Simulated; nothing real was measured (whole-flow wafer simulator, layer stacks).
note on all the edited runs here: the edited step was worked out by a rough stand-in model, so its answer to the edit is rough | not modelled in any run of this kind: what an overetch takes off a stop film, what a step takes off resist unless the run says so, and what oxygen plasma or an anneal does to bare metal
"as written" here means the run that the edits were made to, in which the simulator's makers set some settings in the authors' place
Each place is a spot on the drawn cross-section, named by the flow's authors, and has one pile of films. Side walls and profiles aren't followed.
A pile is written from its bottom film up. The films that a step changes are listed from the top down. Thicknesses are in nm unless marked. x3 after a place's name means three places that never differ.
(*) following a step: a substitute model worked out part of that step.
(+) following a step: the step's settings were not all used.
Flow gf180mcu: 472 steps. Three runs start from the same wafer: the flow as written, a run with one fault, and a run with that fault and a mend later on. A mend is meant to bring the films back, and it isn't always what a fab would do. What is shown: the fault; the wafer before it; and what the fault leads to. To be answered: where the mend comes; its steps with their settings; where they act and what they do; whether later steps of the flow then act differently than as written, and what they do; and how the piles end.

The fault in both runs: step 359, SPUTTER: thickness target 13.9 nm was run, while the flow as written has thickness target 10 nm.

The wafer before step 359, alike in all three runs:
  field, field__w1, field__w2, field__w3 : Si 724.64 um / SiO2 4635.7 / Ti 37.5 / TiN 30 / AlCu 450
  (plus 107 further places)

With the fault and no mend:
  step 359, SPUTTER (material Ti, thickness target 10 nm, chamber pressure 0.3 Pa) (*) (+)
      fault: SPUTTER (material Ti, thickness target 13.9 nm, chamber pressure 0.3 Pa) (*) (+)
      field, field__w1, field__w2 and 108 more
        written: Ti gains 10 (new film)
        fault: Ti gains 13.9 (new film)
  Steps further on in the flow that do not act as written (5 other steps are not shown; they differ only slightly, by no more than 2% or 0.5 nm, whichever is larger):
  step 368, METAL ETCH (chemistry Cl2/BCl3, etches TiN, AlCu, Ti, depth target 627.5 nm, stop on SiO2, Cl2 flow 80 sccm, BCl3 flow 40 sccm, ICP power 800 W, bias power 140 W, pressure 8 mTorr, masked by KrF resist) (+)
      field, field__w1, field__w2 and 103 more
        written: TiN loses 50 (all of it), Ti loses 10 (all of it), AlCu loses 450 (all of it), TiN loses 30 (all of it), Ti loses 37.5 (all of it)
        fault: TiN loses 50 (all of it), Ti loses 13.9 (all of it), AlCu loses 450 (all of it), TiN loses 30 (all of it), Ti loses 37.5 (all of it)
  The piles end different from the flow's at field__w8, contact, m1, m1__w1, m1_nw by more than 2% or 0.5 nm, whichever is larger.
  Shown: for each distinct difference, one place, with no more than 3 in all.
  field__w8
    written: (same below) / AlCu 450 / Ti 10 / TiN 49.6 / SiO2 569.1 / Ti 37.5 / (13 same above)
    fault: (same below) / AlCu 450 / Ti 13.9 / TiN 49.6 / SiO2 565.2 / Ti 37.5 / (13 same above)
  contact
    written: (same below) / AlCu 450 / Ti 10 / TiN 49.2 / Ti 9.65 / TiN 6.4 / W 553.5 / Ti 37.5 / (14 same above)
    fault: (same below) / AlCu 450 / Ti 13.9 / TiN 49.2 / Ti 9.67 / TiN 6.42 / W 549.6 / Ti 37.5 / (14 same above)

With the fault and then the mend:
  The mend stands after step 359.
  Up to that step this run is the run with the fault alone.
  step 359a, METAL ETCH (chemistry Cl2/BCl3, etches TiN, AlCu, Ti, depth target 3.9 nm, Cl2 flow 80 sccm, BCl3 flow 40 sccm, ICP power 800 W, bias power 140 W, pressure 8 mTorr) (a further turn of the flow's step 260, with different settings)
      field, field__w1, field__w2 and 108 more
        Ti loses 3.9
  Later steps of the flow that are run all act as written at every place that is followed.
  By the end, the piles equal the flow's at every place that both follow.
